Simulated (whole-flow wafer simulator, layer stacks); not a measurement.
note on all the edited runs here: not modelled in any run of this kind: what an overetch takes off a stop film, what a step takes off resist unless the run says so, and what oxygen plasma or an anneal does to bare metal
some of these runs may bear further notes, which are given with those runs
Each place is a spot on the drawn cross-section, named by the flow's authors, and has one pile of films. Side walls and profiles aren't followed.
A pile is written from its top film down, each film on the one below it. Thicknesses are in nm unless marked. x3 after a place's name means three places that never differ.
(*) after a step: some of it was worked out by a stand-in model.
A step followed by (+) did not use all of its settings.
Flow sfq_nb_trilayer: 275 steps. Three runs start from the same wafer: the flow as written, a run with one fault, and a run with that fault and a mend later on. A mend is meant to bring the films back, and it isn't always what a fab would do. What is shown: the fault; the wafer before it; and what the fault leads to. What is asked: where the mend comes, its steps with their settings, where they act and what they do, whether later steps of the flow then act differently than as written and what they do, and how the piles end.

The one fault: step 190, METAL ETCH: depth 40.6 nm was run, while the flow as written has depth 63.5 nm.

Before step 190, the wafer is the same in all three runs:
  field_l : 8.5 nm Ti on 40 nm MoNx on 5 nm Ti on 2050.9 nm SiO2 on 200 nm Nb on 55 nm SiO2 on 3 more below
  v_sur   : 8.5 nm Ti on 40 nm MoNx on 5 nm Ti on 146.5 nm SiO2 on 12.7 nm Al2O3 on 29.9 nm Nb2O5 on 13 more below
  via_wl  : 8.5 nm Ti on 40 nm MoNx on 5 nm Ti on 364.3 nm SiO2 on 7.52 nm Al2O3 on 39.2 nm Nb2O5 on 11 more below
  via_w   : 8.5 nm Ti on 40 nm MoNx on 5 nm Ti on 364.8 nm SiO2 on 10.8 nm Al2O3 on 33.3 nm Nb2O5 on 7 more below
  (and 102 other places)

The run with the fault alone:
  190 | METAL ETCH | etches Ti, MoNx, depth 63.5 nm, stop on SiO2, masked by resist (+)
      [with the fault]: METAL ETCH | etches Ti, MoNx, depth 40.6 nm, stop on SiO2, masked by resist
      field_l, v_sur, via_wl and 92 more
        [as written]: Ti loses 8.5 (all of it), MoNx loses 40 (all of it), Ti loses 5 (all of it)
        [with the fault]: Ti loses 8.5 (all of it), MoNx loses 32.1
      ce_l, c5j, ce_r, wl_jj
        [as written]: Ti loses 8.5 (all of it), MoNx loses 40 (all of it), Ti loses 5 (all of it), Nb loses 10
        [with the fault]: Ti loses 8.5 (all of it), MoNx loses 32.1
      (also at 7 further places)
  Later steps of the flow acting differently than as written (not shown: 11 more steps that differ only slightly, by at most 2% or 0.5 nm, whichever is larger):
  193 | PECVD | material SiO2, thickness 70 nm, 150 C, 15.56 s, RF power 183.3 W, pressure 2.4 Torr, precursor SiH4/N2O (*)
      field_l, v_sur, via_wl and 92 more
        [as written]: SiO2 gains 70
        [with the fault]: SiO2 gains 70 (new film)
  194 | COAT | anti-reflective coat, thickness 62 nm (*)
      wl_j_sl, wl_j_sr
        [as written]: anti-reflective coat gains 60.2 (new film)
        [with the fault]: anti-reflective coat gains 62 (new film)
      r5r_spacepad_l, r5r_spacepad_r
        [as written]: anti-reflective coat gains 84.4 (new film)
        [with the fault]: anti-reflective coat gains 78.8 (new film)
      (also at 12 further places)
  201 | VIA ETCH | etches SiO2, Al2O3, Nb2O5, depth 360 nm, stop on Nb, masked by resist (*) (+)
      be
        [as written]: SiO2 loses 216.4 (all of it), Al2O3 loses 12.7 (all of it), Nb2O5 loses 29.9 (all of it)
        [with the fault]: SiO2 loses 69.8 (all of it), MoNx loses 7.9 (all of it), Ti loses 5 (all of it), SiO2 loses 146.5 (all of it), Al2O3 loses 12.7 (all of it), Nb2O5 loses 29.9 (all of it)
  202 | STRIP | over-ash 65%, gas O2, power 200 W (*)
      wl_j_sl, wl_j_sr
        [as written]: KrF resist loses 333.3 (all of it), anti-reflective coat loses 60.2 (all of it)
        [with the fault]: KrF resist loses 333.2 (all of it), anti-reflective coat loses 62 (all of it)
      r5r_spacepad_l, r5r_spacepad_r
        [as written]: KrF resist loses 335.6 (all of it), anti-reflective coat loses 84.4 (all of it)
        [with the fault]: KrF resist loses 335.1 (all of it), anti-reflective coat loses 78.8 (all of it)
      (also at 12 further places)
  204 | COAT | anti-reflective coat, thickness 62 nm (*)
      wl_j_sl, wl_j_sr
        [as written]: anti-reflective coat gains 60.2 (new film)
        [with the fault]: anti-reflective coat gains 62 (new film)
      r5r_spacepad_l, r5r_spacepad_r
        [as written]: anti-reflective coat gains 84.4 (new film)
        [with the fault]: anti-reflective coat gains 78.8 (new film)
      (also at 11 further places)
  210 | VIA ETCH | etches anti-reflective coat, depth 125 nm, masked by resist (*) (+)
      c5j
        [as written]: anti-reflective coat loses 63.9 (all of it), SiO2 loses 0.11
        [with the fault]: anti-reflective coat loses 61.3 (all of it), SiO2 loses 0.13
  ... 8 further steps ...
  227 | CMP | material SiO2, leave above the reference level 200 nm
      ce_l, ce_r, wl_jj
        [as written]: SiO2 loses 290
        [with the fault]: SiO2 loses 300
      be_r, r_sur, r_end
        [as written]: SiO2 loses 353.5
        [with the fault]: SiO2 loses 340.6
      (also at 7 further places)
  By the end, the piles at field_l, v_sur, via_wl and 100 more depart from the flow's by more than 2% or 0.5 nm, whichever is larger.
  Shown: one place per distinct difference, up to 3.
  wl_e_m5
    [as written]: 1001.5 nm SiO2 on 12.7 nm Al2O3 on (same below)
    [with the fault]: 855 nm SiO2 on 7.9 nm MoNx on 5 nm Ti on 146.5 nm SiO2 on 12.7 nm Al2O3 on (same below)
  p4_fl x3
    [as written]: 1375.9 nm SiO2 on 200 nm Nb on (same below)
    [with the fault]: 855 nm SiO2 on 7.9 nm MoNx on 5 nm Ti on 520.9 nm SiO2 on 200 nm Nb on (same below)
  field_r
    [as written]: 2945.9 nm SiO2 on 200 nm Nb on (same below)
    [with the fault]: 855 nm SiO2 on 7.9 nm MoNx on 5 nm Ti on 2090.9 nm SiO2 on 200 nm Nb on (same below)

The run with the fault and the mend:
  After step 190 comes the mend.
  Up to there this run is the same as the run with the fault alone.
  190a | METAL ETCH | etches Ti, MoNx, depth 22.9 nm, stop on SiO2, masked by resist (+) (a further turn of the flow's step 190, with different settings)
      field_l, v_sur, via_wl and 92 more
        MoNx loses 7.9 (all of it), Ti loses 5 (all of it)
      be_r, r_sur, res, r_end, r5r_line_l, r5r_line_c, r5r_line_r
        KrF resist loses 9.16
      ce_l, c5j, ce_r, wl_jj
        MoNx loses 7.9 (all of it), Ti loses 5 (all of it), Nb loses 10
  None of the later steps of the flow acts differently than as written at any place that is followed.
  By the end, the piles equal the flow's at every place that both follow.
